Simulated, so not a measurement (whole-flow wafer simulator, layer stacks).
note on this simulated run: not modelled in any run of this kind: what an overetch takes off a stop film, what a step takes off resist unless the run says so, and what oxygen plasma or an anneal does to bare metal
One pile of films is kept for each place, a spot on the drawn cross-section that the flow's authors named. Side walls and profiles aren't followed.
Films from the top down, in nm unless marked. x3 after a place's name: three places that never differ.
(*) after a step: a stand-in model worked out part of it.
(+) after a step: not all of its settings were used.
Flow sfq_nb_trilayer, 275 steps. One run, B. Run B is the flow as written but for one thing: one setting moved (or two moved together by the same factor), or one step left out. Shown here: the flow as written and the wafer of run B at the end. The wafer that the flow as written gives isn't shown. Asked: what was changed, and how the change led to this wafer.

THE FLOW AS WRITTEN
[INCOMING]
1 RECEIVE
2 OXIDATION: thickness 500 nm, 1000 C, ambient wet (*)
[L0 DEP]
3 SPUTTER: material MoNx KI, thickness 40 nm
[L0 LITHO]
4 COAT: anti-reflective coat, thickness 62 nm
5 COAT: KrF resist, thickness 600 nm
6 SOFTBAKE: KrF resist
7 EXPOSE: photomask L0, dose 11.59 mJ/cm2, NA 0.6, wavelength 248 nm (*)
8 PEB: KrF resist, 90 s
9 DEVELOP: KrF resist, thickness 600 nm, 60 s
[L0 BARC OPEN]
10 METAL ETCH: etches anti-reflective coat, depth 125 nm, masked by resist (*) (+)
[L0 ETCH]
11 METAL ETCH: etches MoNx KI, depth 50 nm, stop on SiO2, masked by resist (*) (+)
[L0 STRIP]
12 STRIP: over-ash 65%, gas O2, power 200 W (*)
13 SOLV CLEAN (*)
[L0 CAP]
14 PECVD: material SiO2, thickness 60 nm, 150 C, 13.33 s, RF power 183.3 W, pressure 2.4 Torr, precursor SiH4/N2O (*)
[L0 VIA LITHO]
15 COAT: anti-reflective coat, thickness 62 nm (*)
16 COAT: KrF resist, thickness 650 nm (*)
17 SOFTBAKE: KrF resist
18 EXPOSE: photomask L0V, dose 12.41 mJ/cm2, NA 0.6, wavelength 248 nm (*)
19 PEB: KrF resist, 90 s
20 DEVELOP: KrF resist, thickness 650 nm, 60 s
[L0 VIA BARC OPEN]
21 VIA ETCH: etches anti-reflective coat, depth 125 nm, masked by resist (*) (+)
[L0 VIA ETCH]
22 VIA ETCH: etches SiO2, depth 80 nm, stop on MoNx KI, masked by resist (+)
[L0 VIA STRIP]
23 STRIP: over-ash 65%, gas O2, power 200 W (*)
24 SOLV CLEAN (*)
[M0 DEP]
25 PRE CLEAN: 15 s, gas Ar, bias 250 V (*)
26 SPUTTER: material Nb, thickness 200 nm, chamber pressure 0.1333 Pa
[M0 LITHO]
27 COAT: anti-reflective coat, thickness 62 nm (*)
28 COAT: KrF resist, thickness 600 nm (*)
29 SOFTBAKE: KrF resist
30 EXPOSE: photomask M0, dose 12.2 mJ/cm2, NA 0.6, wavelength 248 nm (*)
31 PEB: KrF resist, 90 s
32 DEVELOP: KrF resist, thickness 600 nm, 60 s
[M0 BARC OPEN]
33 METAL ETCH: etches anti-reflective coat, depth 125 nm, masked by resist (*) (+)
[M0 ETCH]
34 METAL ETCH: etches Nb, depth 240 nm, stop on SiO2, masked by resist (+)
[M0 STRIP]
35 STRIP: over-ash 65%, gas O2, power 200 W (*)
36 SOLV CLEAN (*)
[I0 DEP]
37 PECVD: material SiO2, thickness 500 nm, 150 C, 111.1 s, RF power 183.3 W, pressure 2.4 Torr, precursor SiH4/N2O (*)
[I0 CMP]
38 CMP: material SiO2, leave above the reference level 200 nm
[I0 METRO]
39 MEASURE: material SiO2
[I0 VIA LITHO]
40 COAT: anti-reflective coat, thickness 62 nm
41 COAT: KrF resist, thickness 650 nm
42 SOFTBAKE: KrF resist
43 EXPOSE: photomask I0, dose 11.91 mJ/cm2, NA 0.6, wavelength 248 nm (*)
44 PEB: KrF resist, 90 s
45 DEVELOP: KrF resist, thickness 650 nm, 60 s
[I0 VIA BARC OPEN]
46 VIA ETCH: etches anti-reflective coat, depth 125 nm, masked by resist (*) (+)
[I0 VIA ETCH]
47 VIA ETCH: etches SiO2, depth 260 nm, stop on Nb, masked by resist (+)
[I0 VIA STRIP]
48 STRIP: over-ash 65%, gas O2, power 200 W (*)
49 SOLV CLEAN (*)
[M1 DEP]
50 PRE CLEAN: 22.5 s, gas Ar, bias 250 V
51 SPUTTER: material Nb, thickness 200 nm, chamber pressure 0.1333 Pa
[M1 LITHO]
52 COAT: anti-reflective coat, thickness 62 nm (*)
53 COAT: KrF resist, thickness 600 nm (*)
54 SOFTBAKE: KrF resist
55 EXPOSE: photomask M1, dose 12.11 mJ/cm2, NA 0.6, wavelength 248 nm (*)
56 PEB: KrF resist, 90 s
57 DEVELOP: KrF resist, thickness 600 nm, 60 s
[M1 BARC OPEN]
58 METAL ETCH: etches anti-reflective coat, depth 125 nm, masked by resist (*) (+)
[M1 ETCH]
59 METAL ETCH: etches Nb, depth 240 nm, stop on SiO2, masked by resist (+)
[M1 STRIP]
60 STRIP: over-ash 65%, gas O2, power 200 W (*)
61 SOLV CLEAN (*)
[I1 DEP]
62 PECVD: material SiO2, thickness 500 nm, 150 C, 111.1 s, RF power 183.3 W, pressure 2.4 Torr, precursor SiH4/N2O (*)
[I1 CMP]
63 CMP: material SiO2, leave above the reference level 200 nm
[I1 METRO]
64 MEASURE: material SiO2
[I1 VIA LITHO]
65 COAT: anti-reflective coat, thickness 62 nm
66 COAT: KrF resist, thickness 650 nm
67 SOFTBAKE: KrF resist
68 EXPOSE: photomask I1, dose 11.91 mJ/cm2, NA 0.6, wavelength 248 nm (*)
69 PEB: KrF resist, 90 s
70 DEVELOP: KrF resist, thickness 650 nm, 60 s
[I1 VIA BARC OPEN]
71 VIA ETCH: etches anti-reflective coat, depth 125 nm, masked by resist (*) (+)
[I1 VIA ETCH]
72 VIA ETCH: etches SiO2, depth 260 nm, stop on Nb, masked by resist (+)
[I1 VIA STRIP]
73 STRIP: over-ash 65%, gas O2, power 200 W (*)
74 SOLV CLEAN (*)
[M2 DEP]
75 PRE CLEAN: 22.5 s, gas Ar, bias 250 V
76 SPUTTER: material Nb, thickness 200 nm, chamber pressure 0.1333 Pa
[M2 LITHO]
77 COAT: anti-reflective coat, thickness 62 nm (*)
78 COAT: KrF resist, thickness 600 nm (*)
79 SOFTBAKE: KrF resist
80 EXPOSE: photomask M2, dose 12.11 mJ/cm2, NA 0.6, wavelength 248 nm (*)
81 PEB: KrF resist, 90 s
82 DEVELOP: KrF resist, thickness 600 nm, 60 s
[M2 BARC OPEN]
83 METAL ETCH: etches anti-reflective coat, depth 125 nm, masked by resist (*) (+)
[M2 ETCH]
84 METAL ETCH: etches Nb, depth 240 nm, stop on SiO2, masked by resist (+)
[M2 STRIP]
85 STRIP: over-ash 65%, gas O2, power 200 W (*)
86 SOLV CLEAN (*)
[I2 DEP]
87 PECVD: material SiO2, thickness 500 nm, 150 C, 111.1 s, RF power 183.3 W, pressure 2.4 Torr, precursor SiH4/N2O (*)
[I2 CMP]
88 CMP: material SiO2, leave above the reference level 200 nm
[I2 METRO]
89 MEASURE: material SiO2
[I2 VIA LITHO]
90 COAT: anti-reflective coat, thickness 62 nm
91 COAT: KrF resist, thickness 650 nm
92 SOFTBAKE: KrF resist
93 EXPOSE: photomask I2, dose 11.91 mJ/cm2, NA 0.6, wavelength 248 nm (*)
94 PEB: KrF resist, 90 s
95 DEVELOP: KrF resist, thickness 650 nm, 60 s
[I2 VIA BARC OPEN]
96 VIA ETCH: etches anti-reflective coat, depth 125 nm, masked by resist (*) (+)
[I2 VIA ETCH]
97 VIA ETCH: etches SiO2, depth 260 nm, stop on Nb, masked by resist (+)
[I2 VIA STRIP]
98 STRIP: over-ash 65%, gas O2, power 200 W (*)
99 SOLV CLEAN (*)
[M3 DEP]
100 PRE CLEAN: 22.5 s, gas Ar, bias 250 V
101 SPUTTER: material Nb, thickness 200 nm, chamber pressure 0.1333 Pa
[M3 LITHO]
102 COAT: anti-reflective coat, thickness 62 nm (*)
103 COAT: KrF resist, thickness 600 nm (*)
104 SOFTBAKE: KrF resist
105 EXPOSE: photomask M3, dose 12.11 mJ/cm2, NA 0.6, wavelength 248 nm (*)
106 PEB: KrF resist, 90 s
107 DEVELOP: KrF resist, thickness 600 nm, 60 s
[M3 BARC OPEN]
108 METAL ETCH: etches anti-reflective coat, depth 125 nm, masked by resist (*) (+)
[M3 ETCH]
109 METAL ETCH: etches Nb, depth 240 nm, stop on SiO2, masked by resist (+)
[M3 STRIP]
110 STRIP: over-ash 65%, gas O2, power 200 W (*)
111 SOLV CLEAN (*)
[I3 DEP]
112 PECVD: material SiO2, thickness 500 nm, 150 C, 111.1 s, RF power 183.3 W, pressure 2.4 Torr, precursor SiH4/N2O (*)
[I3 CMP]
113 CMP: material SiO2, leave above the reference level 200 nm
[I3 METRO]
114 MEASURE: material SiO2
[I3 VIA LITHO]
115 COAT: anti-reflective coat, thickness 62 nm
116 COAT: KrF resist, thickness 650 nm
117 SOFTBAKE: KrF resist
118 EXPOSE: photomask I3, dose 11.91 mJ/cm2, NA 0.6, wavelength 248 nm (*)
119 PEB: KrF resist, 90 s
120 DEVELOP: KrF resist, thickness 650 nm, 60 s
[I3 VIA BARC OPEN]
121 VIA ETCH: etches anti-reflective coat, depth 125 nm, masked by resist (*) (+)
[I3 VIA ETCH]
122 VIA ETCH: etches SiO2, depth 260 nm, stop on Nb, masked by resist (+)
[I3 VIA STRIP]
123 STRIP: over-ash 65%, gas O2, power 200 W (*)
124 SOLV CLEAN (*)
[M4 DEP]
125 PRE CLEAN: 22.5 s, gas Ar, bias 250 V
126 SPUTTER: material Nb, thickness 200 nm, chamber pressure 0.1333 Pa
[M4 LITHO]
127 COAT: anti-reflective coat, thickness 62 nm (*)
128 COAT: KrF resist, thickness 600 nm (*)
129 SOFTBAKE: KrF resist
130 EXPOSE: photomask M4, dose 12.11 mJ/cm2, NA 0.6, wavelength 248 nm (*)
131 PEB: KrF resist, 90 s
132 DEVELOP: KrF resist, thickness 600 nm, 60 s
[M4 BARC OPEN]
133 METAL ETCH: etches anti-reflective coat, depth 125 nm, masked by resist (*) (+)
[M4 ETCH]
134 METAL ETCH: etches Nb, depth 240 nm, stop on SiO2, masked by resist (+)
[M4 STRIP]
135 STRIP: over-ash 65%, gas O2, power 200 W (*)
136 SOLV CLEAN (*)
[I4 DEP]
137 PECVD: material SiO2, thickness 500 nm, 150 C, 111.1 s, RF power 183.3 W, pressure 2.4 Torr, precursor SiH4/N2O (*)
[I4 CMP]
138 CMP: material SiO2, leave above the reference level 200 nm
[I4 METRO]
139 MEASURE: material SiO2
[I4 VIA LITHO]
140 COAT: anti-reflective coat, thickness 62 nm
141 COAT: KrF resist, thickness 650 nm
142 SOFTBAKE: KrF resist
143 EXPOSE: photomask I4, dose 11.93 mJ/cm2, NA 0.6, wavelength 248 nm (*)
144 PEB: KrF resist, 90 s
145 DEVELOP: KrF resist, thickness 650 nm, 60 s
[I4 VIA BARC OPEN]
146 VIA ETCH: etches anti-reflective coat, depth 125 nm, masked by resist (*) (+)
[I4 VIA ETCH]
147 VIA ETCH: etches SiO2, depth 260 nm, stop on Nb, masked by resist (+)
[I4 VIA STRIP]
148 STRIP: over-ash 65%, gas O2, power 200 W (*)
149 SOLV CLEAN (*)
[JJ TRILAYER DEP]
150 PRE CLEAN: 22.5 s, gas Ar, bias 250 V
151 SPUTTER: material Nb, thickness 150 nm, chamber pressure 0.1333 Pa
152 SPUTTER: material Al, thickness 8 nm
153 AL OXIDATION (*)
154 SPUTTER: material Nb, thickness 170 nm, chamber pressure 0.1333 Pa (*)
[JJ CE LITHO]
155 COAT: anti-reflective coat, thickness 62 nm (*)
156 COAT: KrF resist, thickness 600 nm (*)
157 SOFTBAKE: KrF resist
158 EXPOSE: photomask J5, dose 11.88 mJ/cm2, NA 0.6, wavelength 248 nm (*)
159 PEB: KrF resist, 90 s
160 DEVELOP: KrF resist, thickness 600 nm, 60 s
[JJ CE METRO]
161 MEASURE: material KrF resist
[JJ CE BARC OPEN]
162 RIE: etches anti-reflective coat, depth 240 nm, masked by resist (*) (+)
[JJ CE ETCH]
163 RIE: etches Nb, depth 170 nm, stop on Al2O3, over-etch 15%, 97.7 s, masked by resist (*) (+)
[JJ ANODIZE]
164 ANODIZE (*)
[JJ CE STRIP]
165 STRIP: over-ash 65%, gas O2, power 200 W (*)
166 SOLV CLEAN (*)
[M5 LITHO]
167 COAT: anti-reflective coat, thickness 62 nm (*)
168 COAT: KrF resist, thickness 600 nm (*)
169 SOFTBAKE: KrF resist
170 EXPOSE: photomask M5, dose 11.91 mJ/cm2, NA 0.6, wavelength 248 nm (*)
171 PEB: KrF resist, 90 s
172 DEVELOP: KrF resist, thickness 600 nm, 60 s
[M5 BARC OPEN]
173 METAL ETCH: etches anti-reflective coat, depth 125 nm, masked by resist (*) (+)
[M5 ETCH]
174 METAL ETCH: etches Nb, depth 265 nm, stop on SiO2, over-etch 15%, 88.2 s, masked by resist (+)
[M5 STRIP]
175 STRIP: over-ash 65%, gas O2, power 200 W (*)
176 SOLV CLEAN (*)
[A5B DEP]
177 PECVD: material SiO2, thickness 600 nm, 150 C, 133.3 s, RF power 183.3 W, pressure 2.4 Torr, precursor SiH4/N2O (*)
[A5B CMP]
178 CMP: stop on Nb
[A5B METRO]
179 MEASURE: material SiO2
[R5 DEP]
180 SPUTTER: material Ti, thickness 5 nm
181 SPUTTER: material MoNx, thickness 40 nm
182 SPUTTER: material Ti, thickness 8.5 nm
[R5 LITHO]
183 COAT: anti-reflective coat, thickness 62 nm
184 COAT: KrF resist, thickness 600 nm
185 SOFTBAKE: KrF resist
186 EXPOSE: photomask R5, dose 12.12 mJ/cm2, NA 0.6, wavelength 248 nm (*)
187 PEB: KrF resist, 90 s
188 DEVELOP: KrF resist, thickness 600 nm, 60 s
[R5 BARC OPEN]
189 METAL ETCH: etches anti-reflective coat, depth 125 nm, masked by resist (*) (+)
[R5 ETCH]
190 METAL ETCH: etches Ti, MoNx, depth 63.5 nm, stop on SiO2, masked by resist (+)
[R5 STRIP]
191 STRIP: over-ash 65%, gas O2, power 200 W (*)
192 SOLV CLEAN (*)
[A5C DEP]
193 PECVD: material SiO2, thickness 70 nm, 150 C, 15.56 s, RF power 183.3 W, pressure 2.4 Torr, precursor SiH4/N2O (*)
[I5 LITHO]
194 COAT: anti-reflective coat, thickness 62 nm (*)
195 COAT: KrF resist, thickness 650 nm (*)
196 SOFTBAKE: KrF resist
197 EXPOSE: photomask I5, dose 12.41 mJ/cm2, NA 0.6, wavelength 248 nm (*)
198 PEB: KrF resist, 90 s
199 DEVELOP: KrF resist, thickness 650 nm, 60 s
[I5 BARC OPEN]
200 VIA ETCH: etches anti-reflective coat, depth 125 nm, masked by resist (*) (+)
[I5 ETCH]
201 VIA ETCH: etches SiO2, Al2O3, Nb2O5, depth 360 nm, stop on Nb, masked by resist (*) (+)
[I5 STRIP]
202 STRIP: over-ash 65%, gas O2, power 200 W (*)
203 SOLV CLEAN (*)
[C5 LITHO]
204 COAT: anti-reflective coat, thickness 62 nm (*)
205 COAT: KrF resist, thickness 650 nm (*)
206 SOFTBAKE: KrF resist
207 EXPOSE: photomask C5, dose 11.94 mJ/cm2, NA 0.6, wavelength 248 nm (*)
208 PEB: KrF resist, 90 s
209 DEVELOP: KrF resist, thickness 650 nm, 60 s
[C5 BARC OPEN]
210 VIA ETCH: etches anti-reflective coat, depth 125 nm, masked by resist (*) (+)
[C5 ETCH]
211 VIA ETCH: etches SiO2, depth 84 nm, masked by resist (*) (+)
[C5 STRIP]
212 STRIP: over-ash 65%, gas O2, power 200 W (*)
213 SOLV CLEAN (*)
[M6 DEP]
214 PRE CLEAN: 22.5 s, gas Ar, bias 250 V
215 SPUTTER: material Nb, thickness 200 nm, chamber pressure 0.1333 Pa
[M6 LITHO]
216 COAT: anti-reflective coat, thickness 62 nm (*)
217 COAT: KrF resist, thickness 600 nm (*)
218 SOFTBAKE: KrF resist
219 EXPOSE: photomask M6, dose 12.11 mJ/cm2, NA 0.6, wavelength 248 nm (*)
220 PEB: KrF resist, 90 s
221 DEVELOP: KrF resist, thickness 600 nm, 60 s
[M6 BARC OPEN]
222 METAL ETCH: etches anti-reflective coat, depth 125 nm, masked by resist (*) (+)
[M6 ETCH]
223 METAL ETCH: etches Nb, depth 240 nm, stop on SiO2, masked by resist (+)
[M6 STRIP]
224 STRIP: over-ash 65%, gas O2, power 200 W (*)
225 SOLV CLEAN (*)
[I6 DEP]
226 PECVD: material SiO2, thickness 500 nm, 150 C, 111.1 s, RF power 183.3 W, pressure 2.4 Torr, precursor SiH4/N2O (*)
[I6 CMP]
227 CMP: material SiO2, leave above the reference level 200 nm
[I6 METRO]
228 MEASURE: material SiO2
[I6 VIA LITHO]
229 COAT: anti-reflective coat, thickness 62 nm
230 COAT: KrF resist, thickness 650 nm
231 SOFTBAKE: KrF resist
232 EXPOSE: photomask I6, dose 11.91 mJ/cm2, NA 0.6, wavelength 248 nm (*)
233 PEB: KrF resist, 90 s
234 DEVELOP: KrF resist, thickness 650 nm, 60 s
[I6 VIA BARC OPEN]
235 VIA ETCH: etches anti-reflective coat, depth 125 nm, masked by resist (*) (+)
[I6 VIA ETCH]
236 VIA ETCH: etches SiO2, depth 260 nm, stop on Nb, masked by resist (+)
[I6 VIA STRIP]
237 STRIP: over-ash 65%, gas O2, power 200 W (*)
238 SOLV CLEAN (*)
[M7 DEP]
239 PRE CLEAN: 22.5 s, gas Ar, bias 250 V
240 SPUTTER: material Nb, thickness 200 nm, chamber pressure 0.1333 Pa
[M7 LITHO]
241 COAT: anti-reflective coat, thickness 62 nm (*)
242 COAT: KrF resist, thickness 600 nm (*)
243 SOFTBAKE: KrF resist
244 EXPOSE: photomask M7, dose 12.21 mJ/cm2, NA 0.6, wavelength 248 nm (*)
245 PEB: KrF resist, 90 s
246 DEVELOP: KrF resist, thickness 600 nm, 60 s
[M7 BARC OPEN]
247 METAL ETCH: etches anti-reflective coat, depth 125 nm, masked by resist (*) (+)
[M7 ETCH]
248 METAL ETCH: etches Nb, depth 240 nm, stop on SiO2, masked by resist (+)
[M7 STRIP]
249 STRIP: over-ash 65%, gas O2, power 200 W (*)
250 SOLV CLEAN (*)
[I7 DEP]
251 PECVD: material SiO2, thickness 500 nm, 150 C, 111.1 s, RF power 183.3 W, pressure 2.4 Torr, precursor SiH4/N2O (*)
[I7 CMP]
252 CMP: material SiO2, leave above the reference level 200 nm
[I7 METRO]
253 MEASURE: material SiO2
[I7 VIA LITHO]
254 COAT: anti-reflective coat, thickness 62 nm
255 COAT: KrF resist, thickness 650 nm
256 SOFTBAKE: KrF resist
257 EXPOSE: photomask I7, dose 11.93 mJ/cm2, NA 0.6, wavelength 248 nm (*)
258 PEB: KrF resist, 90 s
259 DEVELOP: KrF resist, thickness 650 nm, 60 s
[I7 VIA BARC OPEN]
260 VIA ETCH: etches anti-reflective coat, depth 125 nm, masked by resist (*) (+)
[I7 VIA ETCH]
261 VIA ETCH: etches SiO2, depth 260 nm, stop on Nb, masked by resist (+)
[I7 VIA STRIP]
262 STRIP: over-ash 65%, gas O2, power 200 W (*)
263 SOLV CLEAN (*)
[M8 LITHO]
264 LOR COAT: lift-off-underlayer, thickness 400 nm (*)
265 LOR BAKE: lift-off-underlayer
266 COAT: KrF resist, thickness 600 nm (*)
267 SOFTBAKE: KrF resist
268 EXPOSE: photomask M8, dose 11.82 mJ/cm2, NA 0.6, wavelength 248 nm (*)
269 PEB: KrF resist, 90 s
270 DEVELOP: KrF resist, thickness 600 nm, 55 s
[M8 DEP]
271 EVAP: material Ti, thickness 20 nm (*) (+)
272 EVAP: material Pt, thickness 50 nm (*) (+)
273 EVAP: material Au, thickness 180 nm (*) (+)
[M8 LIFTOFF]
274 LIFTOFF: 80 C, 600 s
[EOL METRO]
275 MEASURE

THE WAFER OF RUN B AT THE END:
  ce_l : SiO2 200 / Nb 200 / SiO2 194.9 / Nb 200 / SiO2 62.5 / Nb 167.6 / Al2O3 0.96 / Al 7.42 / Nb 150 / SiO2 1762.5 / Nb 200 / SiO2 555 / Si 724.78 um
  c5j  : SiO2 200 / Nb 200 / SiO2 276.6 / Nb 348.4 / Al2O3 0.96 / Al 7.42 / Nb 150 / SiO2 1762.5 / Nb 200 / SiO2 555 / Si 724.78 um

The cause: step 190, METAL ETCH: depth 55.88 nm was run, where the flow has depth 63.5 nm.

How the change led to this, step by step:
  190 METAL ETCH: etches Ti, MoNx, depth 63.5 nm, stop on SiO2, masked by resist (+)
      be_r, r_sur, res, r_end, r5r_line_l, r5r_line_c, r5r_line_r: KrF resist -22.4 (as written it would be: KrF resist -25.4)
      ce_l, c5j, ce_r, wl_jj: Ti -8.5 (all of it), MoNx -40 (all of it), Ti -5 (all of it), Nb -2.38 (as written it would be: Ti -8.5 (all of it), MoNx -40 (all of it), Ti -5 (all of it), Nb -10)
  194 COAT: anti-reflective coat, thickness 62 nm (*)
      wl_j_sl, wl_j_sr: anti-reflective coat +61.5 (new film) (as written it would be: anti-reflective coat +60.2 (new film))
      jj_sur: anti-reflective coat +62.2 (new film) (as written it would be: anti-reflective coat +60.8 (new film))
      (and at 5 more places)
  202 STRIP: over-ash 65%, gas O2, power 200 W (*)
      wl_j_sl, wl_j_sr: KrF resist -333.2 (all of it), anti-reflective coat -61.5 (all of it) (as written it would be: KrF resist -333.3 (all of it), anti-reflective coat -60.2 (all of it))
      jj_sur: KrF resist -337 (all of it), anti-reflective coat -62.2 (all of it) (as written it would be: KrF resist -337.2 (all of it), anti-reflective coat -60.8 (all of it))
      (and at 5 more places)
  204 COAT: anti-reflective coat, thickness 62 nm (*)
      wl_j_sl, wl_j_sr: anti-reflective coat +61.5 (new film) (as written it would be: anti-reflective coat +60.2 (new film))
      jj_sur: anti-reflective coat +60.8 (new film) (as written it would be: anti-reflective coat +59.5 (new film))
      (and at 5 more places)
  210 VIA ETCH: etches anti-reflective coat, depth 125 nm, masked by resist (*) (+)
      c5j: anti-reflective coat -62 (all of it), SiO2 -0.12 (as written it would be: anti-reflective coat -63.9 (all of it), SiO2 -0.11)
  212 STRIP: over-ash 65%, gas O2, power 200 W (*)
      wl_j_sl, wl_j_sr: KrF resist -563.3 (all of it), anti-reflective coat -61.5 (all of it) (as written it would be: KrF resist -563.4 (all of it), anti-reflective coat -60.2 (all of it))
      jj_sur: KrF resist -561.8 (all of it), anti-reflective coat -60.8 (all of it) (as written it would be: KrF resist -562 (all of it), anti-reflective coat -59.5 (all of it))
      (and at 4 more places)
  216 COAT: anti-reflective coat, thickness 62 nm (*)
      wl_j_sl, wl_j_sr: anti-reflective coat +61.5 (new film) (as written it would be: anti-reflective coat +60.2 (new film))
      jj_sur: anti-reflective coat +58 (new film) (as written it would be: anti-reflective coat +56.1 (new film))
      (and at 4 more places)
  224 STRIP: over-ash 65%, gas O2, power 200 W (*)
      wl_j_sl, wl_j_sr: KrF resist -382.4 (all of it), anti-reflective coat -61.5 (all of it) (as written it would be: KrF resist -382.5 (all of it), anti-reflective coat -60.2 (all of it))
      jj_sur: KrF resist -378 (all of it), anti-reflective coat -58 (all of it) (as written it would be: KrF resist -378.5 (all of it), anti-reflective coat -56.1 (all of it))
      (and at 4 more places)
  227 CMP: material SiO2, leave above the reference level 200 nm
      ce_l, ce_r, wl_jj: SiO2 -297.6 (as written it would be: SiO2 -290)
      c5j: SiO2 -230.6 (as written it would be: SiO2 -223)
